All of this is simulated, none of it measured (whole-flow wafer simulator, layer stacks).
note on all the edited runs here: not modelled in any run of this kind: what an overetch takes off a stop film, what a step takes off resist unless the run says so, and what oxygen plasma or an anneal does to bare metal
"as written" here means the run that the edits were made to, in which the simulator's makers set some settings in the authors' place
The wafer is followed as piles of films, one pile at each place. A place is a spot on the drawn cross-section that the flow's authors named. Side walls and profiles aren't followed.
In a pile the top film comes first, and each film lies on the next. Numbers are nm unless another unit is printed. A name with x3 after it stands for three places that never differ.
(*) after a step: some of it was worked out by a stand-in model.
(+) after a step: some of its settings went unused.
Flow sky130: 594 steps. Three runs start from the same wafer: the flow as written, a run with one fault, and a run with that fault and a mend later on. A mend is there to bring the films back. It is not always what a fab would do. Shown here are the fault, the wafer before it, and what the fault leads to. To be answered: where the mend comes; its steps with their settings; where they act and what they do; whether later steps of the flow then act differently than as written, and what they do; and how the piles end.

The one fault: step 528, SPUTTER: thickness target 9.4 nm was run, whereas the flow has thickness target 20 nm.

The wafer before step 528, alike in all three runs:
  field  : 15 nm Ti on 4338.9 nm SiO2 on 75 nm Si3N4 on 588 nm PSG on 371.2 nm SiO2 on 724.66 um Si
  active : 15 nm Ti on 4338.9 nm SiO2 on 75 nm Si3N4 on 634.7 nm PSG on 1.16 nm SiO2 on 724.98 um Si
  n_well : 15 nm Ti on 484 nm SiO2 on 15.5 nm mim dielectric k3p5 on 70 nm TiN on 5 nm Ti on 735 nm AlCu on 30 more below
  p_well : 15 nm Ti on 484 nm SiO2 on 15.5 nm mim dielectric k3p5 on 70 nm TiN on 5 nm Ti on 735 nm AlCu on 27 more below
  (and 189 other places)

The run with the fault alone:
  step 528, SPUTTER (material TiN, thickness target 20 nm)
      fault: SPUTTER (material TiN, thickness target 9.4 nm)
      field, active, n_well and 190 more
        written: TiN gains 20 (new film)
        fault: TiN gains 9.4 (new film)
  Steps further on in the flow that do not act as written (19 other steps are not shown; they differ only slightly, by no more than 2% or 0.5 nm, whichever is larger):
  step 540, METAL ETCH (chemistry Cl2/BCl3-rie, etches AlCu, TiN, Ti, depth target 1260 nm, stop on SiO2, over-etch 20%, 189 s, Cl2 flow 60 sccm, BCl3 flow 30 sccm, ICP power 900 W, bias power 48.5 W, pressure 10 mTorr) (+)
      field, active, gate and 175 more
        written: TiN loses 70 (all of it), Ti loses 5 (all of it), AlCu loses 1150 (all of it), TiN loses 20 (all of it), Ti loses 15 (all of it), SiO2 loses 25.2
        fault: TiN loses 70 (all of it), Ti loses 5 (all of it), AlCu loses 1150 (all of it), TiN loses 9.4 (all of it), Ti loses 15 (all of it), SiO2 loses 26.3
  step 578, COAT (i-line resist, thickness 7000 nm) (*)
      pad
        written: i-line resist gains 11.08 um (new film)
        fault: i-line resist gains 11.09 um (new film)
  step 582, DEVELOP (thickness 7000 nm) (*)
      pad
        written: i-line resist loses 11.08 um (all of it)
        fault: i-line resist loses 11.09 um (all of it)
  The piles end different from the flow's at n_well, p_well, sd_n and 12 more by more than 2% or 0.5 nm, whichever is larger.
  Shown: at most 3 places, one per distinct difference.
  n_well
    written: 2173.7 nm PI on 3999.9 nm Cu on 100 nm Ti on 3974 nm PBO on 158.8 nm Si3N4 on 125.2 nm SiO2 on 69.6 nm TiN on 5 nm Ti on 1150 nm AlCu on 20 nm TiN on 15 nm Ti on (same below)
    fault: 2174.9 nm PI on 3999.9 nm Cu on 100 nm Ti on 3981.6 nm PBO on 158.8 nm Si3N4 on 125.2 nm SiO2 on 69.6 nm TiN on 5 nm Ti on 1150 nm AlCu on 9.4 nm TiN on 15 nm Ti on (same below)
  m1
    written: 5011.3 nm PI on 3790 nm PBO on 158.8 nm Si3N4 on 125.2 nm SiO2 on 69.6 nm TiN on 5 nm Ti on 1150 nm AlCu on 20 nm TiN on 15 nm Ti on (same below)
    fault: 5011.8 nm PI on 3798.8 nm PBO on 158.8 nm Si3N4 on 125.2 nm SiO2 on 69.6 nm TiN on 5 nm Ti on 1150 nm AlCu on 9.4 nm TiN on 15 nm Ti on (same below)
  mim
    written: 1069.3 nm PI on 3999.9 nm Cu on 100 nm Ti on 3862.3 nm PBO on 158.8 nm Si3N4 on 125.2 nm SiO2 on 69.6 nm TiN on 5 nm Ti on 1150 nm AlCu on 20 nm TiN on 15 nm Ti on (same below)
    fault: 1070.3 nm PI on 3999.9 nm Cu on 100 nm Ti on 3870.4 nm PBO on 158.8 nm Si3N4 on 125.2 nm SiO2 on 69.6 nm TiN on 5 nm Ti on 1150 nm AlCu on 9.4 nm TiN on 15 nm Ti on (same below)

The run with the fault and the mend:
  The mend stands after step 528.
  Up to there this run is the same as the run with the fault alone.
  step 528a, SPUTTER (material TiN, thickness target 10.6 nm) (the flow's step 528, run once more with other settings)
      field, active, n_well and 190 more
        TiN gains 10.6
  Every later step of the flow that is run acts as written at every place that is followed.
  By the end, the piles equal the flow's at every place that both follow.
